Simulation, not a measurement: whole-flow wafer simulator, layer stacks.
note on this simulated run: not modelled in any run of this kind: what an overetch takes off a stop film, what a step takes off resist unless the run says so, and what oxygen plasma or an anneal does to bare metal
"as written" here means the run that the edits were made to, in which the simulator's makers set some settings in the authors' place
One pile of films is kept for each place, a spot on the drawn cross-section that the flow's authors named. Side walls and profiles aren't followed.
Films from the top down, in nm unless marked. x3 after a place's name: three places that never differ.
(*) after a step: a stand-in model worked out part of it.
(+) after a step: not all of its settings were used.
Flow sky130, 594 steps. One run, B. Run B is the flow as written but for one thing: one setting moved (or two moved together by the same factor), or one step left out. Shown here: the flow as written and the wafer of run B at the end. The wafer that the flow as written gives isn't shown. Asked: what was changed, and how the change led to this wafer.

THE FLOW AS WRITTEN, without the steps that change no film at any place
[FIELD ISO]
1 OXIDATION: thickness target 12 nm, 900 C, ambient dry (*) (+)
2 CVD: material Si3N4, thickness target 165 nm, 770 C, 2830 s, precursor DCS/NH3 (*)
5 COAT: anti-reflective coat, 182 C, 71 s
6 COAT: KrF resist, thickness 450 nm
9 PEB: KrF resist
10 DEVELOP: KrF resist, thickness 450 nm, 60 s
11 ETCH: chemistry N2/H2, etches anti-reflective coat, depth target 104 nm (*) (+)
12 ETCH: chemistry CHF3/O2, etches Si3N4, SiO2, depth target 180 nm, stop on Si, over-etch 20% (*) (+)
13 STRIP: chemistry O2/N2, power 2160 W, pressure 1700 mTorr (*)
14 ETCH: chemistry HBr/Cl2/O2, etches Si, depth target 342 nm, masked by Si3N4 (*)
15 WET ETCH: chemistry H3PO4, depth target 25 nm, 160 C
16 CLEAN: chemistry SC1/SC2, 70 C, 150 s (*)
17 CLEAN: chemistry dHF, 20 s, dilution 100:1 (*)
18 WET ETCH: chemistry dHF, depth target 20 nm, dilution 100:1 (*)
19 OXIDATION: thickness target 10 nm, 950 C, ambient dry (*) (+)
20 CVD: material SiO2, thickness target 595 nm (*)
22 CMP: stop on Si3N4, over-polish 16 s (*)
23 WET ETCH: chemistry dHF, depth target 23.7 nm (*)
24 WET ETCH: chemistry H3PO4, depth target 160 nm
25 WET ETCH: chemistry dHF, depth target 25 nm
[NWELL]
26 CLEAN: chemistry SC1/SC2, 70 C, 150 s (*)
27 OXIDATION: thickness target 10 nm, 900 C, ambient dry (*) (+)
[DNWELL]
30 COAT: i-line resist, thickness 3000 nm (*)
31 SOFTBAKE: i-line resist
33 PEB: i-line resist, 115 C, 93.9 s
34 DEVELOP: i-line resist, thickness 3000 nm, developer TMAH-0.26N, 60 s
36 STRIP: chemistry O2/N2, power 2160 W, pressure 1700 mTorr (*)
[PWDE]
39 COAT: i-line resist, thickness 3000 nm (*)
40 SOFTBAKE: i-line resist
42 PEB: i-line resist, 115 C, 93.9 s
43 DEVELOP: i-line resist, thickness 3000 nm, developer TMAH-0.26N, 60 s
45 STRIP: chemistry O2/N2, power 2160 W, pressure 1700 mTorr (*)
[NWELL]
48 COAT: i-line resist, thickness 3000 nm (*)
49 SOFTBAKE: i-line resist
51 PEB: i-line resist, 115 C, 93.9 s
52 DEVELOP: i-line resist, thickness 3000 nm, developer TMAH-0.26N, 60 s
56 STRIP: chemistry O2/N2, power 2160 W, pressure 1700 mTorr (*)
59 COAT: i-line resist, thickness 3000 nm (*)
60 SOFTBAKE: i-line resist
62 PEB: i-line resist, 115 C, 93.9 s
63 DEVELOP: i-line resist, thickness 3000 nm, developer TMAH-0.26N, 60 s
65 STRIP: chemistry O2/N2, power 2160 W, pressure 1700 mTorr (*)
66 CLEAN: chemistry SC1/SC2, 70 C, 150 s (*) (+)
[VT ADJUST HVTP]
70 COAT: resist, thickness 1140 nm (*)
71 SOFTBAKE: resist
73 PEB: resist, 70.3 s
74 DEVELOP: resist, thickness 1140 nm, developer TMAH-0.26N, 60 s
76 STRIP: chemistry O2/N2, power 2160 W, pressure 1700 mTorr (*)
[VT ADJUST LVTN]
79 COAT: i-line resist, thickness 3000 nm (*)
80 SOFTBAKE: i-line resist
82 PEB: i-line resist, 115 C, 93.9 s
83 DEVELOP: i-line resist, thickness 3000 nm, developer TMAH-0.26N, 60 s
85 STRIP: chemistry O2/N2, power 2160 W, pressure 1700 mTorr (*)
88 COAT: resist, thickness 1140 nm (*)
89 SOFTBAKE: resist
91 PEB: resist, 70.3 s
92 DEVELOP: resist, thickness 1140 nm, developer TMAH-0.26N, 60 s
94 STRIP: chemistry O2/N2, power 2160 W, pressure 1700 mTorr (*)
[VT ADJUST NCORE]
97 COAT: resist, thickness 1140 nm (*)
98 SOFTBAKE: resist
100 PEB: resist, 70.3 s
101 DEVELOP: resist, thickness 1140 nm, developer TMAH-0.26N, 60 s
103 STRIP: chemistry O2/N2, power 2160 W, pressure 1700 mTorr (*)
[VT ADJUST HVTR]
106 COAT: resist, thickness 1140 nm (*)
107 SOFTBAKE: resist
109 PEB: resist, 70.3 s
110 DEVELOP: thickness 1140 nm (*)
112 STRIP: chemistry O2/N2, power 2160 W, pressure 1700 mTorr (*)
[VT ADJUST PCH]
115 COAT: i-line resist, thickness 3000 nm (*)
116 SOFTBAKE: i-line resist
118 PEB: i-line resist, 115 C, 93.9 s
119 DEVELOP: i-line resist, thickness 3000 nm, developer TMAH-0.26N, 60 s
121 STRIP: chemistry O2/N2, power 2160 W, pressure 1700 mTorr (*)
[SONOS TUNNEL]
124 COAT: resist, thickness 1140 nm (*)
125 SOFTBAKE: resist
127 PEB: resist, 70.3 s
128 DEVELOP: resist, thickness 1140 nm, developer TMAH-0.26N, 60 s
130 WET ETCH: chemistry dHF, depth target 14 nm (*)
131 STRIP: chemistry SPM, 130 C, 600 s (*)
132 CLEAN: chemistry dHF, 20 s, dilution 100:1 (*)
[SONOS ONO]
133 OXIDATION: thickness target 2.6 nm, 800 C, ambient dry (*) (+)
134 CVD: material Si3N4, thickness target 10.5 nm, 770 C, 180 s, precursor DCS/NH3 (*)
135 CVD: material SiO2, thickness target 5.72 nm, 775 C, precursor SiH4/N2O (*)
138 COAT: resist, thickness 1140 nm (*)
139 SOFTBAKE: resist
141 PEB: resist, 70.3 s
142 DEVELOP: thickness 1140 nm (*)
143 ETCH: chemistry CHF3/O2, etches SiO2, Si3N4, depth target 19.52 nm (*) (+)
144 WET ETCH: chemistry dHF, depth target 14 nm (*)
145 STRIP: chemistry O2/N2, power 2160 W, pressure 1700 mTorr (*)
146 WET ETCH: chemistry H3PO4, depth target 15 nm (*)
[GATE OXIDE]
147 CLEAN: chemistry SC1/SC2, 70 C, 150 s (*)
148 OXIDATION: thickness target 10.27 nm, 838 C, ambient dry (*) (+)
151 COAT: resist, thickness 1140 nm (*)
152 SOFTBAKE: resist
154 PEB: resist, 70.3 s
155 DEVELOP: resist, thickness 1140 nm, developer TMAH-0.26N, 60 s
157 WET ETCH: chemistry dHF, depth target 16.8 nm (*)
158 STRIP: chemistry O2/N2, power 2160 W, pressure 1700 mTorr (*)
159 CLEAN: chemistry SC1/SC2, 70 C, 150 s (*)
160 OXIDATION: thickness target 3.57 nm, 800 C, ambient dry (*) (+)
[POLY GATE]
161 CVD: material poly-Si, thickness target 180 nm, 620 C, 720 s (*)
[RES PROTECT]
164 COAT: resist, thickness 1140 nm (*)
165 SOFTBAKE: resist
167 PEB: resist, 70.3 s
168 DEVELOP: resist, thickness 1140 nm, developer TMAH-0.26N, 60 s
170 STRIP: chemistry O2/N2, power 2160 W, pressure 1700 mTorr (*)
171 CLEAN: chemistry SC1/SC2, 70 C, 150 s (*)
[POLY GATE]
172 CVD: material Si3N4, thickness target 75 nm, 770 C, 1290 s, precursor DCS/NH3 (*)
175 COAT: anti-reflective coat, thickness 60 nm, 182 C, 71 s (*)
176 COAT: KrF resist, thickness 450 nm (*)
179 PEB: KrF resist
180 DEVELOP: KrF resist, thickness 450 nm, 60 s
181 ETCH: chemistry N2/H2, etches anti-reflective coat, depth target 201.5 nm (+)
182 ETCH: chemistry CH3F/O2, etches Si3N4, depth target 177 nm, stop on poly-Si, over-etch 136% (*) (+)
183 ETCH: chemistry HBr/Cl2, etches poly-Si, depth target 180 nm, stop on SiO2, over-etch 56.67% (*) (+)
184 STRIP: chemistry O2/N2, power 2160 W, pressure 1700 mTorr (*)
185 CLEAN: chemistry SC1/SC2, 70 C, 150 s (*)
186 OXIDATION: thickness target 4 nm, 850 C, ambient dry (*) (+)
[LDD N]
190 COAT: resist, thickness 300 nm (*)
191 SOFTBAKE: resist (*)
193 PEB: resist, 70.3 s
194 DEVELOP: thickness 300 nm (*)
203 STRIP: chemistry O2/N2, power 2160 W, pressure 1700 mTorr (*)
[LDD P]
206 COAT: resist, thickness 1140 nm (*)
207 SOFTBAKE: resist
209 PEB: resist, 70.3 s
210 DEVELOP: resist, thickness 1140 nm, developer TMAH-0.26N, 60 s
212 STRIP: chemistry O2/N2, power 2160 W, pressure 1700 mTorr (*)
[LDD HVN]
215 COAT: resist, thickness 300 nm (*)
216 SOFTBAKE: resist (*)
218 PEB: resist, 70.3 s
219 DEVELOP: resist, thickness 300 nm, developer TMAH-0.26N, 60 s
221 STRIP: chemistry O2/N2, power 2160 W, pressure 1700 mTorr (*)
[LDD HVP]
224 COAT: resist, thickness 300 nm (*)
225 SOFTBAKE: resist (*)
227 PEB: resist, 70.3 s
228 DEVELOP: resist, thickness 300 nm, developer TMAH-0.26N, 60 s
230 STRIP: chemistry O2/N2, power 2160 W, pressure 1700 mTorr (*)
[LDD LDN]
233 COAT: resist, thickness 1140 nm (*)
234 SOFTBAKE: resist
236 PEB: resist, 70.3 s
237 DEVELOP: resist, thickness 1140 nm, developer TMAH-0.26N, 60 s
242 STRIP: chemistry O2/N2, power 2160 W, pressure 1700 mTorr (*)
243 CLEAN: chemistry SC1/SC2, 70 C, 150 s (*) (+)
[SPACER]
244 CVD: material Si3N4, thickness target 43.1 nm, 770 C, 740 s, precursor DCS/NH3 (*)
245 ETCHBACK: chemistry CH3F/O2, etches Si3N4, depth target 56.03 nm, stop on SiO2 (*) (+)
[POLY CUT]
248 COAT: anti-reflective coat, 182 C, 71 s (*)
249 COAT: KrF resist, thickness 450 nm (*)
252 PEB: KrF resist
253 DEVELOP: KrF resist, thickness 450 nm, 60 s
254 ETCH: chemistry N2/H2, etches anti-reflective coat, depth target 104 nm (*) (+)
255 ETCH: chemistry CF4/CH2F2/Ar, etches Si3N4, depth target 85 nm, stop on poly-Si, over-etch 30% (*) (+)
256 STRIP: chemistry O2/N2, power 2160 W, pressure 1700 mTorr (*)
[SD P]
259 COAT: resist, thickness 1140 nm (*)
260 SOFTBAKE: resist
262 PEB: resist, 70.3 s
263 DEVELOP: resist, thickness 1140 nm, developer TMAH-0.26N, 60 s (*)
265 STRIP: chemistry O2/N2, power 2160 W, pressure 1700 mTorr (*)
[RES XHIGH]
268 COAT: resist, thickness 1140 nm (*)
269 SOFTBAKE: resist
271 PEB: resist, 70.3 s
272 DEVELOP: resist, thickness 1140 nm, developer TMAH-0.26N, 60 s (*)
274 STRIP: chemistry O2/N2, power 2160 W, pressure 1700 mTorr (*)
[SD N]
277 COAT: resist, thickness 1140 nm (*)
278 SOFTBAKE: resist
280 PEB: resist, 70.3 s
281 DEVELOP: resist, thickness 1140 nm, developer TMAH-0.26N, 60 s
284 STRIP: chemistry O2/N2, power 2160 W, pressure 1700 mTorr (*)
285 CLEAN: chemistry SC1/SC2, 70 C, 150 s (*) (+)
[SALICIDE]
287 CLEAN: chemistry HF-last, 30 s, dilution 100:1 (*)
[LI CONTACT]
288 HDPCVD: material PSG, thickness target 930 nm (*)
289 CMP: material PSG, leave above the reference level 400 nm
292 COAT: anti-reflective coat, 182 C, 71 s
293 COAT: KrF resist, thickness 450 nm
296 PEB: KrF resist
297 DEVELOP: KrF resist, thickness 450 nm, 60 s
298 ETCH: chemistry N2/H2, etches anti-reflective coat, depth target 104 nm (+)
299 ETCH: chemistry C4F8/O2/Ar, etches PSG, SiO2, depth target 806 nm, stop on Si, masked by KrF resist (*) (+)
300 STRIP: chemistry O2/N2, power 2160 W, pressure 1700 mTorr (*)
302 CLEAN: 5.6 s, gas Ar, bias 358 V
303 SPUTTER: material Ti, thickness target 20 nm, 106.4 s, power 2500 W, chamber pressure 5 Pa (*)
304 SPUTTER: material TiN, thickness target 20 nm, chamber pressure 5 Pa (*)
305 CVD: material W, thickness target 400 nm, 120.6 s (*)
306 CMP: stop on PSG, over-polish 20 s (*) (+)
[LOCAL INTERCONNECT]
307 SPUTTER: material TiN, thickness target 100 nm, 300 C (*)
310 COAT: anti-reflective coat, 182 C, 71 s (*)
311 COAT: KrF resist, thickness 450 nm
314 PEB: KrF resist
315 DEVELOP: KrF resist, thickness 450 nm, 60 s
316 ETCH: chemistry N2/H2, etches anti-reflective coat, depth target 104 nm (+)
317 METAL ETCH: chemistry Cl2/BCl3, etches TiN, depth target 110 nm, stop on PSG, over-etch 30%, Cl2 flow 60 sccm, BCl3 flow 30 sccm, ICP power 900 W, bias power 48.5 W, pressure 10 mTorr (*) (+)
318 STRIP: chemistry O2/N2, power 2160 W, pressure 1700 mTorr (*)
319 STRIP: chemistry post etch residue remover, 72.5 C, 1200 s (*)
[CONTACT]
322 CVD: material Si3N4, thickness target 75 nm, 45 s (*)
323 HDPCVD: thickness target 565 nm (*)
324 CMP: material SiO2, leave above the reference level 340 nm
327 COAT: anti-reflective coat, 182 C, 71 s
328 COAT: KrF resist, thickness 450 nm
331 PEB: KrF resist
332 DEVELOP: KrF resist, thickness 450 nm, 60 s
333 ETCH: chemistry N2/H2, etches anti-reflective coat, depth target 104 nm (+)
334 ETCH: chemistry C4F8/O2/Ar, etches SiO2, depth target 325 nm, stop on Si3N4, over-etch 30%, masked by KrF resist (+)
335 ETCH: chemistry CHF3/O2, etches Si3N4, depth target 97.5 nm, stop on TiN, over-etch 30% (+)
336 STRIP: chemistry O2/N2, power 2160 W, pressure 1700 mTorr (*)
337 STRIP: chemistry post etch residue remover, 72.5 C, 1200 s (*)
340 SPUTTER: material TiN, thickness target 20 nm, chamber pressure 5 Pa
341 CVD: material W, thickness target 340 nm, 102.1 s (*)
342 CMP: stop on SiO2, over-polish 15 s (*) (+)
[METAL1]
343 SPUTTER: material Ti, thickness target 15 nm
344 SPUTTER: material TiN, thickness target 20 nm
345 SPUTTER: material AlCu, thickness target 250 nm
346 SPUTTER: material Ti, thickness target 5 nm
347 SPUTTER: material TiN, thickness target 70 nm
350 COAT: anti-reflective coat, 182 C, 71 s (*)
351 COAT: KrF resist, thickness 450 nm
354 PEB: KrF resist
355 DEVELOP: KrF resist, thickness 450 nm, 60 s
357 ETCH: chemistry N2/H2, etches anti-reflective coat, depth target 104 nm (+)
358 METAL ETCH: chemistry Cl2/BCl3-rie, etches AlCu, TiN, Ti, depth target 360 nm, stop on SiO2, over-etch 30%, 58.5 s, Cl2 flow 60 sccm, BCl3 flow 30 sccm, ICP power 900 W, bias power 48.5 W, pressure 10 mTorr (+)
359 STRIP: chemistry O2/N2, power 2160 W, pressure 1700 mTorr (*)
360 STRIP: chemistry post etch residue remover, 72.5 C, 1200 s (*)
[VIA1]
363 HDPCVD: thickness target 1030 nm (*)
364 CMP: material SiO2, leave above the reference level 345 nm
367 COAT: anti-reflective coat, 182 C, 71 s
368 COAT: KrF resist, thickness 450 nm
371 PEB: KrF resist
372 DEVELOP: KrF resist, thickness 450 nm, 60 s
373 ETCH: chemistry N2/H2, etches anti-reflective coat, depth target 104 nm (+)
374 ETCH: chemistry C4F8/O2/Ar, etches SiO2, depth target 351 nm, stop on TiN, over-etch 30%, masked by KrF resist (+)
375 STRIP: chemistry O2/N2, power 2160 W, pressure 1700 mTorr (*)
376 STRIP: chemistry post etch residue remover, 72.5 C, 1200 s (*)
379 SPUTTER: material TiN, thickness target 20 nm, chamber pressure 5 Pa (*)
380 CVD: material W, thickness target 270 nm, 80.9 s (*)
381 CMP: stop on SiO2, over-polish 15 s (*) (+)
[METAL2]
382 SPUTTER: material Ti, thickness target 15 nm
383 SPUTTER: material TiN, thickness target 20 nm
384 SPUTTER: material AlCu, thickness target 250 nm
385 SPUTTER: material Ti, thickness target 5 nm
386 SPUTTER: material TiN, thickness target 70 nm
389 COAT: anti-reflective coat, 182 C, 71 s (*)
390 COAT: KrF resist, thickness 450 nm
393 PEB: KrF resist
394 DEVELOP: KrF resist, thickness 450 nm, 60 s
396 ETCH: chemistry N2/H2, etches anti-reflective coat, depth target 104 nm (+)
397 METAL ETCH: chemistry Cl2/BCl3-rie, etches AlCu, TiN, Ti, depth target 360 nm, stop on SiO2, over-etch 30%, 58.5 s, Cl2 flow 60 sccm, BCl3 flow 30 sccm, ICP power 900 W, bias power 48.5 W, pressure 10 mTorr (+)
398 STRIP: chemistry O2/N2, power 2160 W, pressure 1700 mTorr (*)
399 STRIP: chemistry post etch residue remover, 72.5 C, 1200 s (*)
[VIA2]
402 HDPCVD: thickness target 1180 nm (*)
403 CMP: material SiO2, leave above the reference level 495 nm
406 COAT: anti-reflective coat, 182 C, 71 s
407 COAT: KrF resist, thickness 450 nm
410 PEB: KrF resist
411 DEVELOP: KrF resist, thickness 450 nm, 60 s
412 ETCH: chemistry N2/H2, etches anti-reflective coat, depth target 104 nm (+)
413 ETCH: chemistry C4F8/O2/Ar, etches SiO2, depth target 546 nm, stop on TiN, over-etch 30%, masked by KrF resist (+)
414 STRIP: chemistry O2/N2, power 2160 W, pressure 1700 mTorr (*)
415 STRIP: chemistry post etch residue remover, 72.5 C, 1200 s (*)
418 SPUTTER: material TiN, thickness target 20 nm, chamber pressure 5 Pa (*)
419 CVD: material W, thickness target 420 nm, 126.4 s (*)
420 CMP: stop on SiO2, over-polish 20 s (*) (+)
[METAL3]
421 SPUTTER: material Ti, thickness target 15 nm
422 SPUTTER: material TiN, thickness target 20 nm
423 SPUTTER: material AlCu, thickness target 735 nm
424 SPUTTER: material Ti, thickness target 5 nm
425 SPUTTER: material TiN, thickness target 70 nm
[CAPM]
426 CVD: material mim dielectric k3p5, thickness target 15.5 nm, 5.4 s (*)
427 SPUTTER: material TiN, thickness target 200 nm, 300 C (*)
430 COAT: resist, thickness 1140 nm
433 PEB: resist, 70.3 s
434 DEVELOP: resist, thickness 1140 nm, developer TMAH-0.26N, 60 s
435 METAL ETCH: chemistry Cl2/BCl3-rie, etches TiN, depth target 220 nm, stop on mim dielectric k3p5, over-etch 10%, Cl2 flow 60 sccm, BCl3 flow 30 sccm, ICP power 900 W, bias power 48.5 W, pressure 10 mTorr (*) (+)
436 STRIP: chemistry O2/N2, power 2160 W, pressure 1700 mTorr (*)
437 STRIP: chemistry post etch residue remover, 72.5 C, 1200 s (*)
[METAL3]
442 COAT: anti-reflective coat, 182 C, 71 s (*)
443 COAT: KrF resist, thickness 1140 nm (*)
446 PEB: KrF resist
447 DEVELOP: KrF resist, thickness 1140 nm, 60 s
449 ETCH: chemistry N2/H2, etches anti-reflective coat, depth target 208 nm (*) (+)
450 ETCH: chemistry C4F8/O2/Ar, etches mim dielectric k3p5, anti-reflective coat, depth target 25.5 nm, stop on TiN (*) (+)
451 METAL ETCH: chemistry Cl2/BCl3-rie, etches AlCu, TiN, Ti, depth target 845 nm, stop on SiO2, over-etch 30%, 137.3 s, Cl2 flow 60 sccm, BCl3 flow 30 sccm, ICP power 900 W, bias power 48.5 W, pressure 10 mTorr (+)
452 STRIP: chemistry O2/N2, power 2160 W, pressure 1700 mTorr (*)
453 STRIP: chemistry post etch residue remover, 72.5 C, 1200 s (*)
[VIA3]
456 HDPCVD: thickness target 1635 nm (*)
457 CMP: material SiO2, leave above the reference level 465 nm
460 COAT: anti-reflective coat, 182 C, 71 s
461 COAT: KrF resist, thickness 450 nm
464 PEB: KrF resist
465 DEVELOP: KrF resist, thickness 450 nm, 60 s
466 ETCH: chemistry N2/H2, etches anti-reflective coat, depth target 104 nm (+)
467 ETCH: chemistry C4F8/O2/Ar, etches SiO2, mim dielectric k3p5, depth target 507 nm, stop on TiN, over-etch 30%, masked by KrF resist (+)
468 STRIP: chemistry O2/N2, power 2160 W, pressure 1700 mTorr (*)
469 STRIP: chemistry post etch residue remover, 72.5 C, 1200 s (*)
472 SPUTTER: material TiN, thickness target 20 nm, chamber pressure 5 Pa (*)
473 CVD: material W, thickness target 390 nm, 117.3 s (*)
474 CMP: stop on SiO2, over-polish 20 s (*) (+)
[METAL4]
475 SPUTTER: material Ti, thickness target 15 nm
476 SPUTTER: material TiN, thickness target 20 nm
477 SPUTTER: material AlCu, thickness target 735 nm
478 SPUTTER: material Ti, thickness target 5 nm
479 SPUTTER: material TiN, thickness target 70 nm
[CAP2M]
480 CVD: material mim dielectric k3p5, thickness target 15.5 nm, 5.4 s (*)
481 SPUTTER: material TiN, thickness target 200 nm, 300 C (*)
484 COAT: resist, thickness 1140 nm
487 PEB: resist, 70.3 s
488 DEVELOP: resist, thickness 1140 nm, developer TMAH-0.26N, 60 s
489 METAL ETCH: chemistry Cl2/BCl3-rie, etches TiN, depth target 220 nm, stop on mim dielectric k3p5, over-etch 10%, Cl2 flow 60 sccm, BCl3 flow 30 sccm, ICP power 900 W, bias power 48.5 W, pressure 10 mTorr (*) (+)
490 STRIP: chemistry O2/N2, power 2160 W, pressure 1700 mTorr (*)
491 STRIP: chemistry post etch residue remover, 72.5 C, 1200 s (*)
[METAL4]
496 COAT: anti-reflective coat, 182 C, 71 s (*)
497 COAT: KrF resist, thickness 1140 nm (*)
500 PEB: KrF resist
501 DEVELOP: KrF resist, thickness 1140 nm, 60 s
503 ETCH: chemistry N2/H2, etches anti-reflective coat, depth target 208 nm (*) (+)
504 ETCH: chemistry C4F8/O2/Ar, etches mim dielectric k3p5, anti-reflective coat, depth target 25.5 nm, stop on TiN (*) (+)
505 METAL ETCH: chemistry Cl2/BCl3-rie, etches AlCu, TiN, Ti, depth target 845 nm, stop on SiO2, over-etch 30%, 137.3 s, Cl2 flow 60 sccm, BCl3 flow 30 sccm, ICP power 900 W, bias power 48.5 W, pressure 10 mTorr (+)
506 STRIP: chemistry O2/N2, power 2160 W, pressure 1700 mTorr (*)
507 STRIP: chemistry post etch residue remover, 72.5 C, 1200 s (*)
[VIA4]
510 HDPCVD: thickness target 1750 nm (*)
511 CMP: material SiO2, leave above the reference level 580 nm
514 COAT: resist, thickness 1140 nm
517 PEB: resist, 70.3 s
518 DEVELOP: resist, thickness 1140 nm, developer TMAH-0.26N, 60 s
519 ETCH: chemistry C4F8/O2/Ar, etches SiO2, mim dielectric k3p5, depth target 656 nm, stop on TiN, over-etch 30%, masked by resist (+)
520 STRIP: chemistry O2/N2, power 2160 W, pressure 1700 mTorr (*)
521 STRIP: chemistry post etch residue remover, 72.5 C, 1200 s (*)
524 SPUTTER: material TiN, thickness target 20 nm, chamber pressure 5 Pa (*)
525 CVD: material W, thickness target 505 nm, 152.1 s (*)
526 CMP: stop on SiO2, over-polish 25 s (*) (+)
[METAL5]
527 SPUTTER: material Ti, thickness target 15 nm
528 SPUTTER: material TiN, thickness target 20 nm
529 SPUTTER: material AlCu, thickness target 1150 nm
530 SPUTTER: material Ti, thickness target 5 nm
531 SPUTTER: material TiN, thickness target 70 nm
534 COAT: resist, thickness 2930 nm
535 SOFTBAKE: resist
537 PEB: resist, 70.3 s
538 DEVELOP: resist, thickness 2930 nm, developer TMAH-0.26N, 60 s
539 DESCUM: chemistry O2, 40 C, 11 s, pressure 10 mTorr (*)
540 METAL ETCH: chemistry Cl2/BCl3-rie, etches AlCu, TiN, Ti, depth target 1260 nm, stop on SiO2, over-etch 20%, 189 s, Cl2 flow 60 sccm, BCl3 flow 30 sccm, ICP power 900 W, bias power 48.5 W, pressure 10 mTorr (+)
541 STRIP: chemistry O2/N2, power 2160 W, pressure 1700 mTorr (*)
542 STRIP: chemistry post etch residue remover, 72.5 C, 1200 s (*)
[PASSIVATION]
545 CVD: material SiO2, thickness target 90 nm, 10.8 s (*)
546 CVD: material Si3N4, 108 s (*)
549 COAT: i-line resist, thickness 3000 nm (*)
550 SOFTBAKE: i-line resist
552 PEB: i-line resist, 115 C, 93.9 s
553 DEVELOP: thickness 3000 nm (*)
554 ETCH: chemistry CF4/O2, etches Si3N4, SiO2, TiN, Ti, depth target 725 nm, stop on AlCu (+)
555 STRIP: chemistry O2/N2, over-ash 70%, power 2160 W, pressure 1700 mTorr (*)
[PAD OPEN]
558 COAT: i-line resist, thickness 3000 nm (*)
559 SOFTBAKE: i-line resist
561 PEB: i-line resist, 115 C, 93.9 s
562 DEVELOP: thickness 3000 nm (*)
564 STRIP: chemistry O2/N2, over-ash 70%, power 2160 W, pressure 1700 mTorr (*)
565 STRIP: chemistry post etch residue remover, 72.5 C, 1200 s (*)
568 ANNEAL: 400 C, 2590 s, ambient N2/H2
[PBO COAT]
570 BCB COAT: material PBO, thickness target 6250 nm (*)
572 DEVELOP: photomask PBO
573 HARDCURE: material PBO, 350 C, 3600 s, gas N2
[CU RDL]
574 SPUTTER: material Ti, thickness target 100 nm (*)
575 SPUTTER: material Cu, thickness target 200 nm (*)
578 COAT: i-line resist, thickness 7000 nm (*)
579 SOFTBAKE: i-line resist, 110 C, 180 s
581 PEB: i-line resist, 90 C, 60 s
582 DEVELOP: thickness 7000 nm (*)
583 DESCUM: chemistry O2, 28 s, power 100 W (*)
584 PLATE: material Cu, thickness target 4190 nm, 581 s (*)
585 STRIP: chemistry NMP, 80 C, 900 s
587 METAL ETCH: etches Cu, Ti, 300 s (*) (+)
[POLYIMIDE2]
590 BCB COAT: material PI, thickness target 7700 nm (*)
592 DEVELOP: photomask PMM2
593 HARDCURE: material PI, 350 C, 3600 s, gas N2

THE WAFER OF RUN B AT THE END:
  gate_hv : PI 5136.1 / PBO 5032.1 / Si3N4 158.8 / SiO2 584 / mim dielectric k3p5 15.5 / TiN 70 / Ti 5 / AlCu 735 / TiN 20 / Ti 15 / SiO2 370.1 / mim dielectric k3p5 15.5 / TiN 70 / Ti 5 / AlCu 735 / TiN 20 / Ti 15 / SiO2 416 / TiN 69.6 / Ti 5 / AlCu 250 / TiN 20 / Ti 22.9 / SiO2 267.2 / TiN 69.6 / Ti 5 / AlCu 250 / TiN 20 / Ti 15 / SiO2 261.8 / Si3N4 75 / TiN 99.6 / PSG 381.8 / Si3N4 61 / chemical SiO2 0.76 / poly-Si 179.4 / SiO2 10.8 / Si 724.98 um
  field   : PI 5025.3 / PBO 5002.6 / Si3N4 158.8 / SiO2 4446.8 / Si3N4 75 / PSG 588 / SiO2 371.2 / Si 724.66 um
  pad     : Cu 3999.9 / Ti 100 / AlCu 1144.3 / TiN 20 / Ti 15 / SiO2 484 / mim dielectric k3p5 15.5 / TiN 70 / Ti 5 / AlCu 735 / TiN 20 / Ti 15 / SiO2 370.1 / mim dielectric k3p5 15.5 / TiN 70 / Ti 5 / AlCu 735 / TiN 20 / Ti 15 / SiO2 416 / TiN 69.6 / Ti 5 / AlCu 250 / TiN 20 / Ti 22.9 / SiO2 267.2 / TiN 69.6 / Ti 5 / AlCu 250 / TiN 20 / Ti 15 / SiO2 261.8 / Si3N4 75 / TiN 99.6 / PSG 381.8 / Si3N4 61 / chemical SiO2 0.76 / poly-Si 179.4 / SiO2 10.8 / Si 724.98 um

The cause: step 382, SPUTTER: thickness target 22.9 nm was run, where the flow has thickness target 15 nm.
It can be read off the wafer: gate_hv has Ti 22.9, and step 382 as written asks for 15 nm.

How the change led to this, step by step:
  382 SPUTTER: material Ti, thickness target 15 nm
      field, active, n_well and 188 more: Ti +22.9 (new film) (as written it would be: Ti +15 (new film))
  397 METAL ETCH: chemistry Cl2/BCl3-rie, etches AlCu, TiN, Ti, depth target 360 nm, stop on SiO2, over-etch 30%, 58.5 s, Cl2 flow 60 sccm, BCl3 flow 30 sccm, ICP power 900 W, bias power 48.5 W, pressure 10 mTorr (+)
      field, active, gate and 82 more: TiN -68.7 (all of it), Ti -5 (all of it), AlCu -250 (all of it), TiN -20 (all of it), Ti -22.9 (all of it), SiO2 -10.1 (as written it would be: TiN -68.7 (all of it), Ti -5 (all of it), AlCu -250 (all of it), TiN -20 (all of it), Ti -15 (all of it), SiO2 -10.9)
